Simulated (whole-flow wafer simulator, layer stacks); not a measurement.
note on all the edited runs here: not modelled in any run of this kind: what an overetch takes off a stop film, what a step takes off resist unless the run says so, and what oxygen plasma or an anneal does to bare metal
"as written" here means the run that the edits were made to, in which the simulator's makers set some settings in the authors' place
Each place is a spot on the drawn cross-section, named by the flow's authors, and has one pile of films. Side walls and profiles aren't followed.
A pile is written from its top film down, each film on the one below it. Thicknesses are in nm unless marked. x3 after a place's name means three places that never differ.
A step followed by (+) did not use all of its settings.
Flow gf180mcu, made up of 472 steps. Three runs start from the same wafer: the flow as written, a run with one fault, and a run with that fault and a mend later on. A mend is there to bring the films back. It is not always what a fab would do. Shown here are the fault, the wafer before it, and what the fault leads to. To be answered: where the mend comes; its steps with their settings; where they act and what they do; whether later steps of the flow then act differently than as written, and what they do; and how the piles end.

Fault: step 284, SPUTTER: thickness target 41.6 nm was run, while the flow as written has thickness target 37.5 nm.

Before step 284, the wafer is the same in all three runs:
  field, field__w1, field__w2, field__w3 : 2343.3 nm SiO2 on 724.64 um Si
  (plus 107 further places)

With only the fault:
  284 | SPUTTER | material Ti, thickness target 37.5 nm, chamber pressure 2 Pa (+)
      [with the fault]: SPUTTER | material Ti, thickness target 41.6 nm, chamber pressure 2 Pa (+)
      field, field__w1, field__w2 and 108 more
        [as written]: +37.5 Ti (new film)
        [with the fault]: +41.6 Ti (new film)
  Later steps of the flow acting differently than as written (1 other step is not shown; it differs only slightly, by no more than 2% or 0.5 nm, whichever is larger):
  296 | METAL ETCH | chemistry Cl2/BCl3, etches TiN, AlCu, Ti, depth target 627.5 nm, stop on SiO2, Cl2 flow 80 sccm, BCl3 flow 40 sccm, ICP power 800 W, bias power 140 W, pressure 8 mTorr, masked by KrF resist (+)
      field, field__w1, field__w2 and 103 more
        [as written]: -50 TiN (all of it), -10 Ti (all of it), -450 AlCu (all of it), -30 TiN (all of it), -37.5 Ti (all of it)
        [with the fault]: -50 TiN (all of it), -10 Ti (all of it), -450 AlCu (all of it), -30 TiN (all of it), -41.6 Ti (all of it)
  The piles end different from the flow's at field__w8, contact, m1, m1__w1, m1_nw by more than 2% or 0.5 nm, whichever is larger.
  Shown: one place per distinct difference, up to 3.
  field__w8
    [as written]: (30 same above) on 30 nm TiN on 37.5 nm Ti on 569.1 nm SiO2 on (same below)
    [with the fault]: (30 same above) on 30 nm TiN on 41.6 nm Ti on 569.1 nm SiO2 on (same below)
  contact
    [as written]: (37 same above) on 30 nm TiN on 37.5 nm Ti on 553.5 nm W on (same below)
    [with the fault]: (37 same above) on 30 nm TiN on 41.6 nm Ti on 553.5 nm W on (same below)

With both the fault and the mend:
  The mend follows step 284.
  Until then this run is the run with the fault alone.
  284a | METAL ETCH | chemistry Cl2/BCl3, etches TiN, AlCu, Ti, depth target 4.1 nm, Cl2 flow 80 sccm, BCl3 flow 40 sccm, ICP power 800 W, bias power 140 W, pressure 8 mTorr (a further turn of the flow's step 260, with different settings)
      field, field__w1, field__w2 and 108 more
        -4.1 Ti
  Later steps of the flow that are run all act as written at every place that is followed.
  The piles end the same as the flow's at every place that both follow.
